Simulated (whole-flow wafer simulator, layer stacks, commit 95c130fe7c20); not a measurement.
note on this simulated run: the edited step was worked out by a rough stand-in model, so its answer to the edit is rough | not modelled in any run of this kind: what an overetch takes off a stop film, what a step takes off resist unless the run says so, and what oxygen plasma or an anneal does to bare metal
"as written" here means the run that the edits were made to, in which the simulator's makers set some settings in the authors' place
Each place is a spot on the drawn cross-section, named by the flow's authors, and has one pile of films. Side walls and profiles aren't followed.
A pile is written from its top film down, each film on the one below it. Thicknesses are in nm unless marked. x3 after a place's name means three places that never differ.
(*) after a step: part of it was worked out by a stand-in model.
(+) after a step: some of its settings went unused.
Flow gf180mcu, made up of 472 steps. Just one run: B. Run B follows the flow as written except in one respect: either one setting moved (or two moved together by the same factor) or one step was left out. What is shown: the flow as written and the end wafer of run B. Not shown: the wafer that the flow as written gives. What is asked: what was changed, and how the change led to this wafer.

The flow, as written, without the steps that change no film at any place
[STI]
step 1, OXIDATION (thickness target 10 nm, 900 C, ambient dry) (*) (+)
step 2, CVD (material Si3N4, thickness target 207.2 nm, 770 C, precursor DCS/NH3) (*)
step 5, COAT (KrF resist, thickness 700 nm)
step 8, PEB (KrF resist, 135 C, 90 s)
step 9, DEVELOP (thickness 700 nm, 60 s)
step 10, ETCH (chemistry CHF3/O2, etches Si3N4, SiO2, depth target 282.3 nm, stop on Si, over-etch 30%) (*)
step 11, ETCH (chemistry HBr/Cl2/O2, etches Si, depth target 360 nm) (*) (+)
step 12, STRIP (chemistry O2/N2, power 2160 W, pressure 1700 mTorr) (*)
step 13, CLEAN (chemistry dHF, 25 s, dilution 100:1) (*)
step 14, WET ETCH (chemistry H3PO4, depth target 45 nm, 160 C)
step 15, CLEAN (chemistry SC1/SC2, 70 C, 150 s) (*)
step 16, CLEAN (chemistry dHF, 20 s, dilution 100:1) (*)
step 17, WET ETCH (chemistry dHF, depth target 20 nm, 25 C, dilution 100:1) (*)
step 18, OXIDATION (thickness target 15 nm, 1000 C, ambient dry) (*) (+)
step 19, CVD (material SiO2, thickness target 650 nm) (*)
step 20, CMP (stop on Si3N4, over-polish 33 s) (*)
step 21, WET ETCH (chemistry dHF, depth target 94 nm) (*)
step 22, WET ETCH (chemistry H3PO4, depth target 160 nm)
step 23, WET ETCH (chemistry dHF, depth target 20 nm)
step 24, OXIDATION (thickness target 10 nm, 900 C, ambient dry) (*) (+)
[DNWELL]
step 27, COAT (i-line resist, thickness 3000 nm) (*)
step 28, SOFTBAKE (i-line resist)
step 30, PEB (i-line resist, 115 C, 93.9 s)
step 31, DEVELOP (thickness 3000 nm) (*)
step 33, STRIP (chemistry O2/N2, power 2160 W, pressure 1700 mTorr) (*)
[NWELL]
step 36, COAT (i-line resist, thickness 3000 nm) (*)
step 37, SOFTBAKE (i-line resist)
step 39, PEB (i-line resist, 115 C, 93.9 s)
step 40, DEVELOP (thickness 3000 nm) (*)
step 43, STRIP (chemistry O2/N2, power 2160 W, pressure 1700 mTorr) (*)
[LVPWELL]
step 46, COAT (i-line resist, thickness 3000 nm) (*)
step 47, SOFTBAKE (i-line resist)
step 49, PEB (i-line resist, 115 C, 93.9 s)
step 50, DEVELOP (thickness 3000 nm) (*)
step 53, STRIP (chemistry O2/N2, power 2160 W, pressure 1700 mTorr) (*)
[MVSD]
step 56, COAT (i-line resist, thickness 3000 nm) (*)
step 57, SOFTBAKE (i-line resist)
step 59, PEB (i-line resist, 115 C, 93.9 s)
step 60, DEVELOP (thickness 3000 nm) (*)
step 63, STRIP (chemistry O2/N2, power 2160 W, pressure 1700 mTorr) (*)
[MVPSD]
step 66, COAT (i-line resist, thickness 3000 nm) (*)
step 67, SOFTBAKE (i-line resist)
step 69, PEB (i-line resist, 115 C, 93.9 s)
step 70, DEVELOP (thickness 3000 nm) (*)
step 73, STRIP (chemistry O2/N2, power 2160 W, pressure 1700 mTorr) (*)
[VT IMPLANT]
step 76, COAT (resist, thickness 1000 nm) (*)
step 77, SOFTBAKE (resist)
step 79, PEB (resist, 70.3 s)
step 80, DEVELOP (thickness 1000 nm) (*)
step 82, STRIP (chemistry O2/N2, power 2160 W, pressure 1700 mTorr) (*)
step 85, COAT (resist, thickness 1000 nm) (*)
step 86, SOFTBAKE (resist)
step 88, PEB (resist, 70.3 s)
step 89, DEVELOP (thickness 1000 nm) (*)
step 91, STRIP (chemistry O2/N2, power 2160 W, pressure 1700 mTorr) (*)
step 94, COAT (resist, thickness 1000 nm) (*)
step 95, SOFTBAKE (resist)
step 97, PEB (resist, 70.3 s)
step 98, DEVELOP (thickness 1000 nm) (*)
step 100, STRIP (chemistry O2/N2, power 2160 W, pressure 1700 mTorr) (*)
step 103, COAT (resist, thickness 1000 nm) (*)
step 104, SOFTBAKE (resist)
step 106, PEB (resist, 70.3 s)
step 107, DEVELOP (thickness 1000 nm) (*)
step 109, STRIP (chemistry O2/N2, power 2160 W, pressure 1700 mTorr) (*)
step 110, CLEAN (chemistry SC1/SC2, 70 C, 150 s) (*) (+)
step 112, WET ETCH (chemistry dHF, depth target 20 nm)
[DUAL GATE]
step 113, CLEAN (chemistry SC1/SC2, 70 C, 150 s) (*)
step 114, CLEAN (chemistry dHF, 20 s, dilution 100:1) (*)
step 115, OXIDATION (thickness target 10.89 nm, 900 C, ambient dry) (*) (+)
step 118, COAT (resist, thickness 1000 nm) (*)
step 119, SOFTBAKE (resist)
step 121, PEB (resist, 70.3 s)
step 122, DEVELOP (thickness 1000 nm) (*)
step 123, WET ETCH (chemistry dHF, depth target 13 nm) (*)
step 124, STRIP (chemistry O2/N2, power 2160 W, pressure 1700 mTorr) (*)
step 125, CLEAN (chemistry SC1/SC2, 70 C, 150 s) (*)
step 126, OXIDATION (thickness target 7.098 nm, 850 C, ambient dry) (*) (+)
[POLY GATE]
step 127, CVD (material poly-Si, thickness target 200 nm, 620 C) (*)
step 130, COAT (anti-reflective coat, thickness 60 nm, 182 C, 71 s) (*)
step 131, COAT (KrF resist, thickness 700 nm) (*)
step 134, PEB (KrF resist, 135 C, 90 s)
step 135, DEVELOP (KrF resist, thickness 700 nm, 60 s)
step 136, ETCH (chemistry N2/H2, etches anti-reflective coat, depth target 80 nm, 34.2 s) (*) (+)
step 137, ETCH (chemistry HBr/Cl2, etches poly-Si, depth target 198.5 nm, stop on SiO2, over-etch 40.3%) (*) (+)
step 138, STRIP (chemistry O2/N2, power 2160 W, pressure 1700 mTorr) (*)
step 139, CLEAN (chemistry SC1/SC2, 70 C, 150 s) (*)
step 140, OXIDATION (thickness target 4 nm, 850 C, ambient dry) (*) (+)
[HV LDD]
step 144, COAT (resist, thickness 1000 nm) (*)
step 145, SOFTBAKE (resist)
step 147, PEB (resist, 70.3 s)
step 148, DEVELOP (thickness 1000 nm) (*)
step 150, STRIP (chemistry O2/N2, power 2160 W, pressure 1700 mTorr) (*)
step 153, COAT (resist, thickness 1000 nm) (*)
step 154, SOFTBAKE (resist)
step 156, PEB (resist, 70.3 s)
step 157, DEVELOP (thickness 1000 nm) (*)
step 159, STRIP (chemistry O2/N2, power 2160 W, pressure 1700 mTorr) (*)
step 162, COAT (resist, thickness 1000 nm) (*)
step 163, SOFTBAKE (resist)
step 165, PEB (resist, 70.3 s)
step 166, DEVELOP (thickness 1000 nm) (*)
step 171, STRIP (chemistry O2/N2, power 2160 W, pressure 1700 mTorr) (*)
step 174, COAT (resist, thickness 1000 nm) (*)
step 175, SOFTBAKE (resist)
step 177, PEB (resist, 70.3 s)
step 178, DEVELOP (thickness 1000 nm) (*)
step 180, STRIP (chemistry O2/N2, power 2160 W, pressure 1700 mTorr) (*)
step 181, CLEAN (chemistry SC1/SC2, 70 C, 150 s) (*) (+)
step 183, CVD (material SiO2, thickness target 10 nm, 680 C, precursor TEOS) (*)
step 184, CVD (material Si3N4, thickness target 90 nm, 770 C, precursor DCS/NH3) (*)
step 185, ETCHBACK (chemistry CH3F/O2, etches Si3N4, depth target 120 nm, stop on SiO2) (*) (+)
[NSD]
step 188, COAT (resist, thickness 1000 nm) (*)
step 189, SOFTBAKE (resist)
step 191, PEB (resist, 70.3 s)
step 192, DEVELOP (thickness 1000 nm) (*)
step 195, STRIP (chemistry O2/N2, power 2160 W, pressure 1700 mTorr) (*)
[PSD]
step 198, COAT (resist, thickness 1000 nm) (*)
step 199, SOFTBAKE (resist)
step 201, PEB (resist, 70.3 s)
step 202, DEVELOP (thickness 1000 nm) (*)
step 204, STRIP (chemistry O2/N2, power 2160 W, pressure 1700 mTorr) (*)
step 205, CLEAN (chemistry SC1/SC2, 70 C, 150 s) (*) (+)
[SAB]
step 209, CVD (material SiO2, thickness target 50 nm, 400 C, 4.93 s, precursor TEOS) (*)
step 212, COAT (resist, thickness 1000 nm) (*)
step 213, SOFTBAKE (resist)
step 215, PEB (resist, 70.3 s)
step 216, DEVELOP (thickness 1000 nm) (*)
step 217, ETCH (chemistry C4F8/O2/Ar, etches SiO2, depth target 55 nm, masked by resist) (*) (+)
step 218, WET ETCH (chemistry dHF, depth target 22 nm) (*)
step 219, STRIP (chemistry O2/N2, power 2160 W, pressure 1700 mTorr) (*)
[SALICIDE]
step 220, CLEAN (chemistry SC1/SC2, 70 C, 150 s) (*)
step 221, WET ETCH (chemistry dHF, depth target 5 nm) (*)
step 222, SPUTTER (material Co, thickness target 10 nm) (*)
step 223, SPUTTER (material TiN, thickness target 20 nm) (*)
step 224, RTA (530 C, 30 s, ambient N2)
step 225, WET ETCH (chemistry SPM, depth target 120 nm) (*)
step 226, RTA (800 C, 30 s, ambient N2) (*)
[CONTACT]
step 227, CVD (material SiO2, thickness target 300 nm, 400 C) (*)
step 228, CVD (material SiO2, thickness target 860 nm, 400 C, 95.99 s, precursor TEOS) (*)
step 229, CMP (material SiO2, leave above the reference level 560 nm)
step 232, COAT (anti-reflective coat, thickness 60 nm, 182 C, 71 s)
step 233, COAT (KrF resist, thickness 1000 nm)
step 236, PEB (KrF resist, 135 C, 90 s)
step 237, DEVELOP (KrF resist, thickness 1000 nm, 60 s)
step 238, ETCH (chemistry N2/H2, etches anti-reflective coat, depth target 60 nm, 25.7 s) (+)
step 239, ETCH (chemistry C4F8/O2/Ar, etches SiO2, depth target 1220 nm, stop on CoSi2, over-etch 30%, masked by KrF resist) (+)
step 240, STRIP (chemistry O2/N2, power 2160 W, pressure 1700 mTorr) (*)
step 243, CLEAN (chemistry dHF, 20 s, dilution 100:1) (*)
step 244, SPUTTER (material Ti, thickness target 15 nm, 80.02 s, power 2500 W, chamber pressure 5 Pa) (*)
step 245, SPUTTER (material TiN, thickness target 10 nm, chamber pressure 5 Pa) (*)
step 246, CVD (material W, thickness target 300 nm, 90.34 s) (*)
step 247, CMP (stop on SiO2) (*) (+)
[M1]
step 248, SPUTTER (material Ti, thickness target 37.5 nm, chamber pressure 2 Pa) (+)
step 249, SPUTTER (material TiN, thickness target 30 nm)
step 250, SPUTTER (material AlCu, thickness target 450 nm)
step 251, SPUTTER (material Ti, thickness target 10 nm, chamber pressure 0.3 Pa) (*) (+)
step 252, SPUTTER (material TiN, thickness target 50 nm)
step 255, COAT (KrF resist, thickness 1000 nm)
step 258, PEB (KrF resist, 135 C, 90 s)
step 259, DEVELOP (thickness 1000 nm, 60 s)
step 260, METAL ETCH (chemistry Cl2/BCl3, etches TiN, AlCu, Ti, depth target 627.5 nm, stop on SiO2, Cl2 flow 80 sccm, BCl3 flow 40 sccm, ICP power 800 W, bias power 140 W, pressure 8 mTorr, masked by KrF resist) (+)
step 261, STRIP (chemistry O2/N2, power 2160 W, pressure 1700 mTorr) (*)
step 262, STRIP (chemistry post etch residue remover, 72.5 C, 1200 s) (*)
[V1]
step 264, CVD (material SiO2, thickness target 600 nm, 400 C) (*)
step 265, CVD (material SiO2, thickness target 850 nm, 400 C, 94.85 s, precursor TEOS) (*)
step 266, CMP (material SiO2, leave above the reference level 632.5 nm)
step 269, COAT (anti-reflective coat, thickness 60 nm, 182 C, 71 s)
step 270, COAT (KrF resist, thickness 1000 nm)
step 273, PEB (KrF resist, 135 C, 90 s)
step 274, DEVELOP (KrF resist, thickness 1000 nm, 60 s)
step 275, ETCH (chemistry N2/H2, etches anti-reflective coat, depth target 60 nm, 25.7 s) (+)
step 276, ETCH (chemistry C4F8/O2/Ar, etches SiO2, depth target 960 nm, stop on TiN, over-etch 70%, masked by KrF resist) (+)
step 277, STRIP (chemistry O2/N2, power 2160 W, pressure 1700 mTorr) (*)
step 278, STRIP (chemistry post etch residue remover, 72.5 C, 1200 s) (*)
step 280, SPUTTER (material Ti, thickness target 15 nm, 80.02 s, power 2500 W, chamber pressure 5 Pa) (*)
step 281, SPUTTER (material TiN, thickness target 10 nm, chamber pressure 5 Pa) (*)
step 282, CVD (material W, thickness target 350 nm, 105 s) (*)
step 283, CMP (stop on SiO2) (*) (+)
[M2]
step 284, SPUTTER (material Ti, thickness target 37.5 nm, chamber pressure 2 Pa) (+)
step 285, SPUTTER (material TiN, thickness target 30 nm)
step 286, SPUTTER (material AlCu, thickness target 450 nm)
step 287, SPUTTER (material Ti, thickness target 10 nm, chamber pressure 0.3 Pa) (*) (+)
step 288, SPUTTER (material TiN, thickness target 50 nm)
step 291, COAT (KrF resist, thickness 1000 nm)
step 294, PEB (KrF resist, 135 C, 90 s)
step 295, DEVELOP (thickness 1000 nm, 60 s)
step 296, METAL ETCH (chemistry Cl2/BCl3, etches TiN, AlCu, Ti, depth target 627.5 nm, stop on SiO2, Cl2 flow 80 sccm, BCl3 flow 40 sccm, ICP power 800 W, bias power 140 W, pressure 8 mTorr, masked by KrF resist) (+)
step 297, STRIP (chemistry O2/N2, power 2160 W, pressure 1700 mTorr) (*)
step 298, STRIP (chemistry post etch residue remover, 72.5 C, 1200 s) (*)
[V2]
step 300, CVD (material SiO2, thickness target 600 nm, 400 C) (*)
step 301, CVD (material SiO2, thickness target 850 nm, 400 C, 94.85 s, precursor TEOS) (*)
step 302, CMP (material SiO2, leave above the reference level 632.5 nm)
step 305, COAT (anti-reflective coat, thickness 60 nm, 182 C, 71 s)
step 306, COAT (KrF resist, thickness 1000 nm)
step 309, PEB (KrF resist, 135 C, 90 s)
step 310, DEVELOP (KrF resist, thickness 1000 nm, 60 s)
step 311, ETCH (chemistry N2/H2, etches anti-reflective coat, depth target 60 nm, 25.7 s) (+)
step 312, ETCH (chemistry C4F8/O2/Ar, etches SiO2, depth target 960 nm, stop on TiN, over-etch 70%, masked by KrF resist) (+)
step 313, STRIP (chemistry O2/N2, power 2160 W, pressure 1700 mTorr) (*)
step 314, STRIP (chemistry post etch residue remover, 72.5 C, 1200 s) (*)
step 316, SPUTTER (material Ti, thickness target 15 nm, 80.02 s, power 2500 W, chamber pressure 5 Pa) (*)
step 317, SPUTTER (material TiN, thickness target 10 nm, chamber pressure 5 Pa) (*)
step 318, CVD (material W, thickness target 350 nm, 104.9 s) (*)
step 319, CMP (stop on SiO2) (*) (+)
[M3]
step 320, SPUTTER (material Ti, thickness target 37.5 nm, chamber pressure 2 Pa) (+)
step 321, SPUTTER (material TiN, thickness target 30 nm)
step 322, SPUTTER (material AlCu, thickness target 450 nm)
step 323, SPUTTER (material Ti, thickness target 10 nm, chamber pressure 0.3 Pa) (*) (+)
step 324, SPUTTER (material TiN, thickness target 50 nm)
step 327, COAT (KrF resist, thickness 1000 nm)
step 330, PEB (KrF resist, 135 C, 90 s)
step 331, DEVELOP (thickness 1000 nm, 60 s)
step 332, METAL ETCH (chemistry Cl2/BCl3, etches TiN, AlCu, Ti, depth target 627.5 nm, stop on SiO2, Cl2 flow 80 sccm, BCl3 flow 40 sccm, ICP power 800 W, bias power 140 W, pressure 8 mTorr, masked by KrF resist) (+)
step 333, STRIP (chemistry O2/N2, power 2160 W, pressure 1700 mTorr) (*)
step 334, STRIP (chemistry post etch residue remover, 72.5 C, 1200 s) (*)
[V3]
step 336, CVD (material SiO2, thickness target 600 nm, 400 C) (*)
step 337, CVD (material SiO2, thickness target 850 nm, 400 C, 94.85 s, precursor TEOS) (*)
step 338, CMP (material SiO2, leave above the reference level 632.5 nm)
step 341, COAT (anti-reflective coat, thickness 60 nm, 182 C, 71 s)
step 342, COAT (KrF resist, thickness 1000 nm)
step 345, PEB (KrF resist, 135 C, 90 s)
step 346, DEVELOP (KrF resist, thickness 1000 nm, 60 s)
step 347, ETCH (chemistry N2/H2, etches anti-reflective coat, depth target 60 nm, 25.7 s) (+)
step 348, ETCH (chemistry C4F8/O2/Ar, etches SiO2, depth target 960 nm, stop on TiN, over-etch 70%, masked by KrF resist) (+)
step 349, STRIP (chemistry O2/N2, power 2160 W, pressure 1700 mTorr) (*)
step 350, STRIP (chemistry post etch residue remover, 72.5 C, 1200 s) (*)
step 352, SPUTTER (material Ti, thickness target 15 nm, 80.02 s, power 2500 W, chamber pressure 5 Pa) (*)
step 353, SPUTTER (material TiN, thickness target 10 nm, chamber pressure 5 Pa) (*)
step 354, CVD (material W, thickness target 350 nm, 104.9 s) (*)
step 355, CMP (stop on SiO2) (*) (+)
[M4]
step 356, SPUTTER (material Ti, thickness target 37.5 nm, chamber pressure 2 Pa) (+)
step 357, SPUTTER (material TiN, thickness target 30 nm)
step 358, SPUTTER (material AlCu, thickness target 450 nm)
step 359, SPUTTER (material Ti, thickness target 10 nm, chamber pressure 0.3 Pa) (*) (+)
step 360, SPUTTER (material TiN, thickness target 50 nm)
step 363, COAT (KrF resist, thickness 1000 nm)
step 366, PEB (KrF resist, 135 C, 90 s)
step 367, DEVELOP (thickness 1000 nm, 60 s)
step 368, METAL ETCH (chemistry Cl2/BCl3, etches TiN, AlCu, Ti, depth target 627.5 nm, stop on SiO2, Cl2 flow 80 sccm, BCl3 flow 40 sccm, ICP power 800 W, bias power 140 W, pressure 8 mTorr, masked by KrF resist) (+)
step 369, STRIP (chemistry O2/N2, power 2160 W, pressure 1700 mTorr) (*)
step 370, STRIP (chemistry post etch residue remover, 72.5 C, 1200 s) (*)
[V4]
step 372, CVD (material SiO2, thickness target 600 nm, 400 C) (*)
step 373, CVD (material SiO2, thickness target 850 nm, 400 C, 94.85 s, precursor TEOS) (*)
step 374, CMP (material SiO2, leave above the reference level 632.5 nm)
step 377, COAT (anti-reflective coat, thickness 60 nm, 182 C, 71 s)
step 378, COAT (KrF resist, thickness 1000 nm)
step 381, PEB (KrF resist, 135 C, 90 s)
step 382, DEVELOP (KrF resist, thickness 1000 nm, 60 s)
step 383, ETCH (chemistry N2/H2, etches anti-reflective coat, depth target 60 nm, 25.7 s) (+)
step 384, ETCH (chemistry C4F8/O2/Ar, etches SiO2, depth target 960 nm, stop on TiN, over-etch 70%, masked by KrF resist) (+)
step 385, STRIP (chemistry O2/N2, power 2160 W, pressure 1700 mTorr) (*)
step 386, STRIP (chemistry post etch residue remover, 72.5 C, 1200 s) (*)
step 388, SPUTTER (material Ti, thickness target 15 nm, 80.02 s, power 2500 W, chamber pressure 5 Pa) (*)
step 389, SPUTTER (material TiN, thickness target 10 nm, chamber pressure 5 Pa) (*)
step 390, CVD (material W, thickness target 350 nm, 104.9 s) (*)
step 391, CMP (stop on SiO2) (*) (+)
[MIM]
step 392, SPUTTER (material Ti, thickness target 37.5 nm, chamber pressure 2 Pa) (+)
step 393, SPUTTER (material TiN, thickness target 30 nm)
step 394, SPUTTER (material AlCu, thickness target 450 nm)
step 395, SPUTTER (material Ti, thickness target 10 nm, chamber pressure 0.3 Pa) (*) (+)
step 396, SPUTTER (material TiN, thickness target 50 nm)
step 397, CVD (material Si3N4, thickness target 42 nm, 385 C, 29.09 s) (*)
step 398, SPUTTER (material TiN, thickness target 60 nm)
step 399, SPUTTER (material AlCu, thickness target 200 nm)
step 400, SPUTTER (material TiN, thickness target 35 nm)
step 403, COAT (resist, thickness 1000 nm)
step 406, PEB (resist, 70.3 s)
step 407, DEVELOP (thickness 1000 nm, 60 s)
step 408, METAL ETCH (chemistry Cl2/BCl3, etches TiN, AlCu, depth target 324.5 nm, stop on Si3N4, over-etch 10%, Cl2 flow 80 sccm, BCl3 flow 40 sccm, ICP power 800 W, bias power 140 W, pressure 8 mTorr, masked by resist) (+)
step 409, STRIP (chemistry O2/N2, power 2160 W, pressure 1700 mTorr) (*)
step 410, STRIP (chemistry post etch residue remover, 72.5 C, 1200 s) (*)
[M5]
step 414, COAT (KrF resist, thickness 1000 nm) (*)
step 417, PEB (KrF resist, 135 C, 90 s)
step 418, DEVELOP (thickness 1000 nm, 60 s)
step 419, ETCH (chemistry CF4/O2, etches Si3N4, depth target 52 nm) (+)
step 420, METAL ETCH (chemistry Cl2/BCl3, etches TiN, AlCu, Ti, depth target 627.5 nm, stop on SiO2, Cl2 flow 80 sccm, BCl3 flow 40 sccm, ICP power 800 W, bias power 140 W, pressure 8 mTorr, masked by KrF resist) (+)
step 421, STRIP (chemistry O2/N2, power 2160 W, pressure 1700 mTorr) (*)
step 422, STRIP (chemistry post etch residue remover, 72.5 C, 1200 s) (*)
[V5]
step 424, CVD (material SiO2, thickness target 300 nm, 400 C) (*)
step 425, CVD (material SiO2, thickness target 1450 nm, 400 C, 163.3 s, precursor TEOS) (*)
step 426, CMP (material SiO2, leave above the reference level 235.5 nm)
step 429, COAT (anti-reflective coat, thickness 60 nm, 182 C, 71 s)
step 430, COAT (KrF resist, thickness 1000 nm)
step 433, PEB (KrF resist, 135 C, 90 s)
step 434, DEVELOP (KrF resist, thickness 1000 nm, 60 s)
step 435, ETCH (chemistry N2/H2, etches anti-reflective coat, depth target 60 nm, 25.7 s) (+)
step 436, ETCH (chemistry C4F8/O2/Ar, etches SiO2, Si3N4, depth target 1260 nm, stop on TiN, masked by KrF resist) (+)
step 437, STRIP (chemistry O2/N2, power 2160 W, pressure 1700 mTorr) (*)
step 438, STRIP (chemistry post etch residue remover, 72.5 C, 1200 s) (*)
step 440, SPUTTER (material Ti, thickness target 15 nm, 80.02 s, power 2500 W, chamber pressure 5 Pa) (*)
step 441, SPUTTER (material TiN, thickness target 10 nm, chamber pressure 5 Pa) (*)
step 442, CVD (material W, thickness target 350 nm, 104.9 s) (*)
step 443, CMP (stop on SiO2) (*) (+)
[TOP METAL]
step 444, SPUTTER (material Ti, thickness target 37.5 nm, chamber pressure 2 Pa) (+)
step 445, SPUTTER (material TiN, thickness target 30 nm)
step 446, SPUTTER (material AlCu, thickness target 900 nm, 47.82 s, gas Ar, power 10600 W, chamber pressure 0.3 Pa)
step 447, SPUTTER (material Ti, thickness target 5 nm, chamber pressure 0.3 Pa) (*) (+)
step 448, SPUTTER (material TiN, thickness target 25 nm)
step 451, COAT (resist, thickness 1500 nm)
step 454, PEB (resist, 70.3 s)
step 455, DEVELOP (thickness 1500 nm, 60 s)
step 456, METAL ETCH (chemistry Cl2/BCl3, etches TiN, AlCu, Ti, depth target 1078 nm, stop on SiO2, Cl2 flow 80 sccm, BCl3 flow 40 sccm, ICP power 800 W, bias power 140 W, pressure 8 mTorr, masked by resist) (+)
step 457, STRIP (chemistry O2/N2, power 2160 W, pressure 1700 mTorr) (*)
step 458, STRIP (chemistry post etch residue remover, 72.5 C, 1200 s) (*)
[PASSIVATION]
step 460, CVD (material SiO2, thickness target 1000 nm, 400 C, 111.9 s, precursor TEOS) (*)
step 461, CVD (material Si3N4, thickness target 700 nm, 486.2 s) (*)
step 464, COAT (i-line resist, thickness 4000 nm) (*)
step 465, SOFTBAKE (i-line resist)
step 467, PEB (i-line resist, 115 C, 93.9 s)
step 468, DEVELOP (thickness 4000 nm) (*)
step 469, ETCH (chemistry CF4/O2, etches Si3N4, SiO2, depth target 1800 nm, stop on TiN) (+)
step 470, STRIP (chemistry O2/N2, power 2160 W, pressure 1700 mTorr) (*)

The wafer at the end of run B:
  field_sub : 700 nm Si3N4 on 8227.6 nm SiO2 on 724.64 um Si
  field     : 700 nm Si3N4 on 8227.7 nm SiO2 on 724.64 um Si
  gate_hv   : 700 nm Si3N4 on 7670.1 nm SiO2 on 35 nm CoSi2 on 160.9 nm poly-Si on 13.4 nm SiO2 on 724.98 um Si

The reason: step 126, OXIDATION: thickness target 6.033 nm was run, though the flow has thickness target 7.098 nm.

Step by step, how the change led to this:
  step 126, OXIDATION (thickness target 7.098 nm, 850 C, ambient dry) (*) (+)
      gate_hv, active_hv, active_nat and 25 more: +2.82 SiO2, -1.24 Si (as written it would have been: +3.72 SiO2, -1.64 Si)
      active, n_well, p_well and 12 more: +6.03 SiO2 (new film), -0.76 chemical SiO2 (all of it), -2.32 Si (as written it would have been: +7.1 SiO2 (new film), -0.76 chemical SiO2 (all of it), -2.79 Si)
  step 189, SOFTBAKE (resist)
      field__w9: -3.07 resist (as written it would have been: +6.92 resist)
  step 199, SOFTBAKE (resist)
      field__w9: -3.07 resist (as written it would have been: +6.92 resist)
  step 218, WET ETCH (chemistry dHF, depth target 22 nm) (*)
      active, p_well, sd_n, iso_ptap_pw, iso_ntap_nw, iso_ptap_sub, vpnp_e: -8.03 SiO2 (all of it) (as written it would have been: -9.01 SiO2 (all of it))
      ldn_tap, ldn_src, ldn_drn, ldp_tap, ldp_src, ldp_drn, ldp_gr: -15.1 SiO2 (all of it) (as written it would have been: -16 SiO2 (all of it))
      (as well as at 9 more places)
  step 223, SPUTTER (material TiN, thickness target 20 nm) (*)
      field__w12: +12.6 TiN (new film) (as written it would have been: +12 TiN (new film))
  step 225, WET ETCH (chemistry SPM, depth target 120 nm) (*)
      field__w12: -12.6 TiN (all of it), -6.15 Co (all of it) (as written it would have been: -12 TiN (all of it), -6.15 Co (all of it))
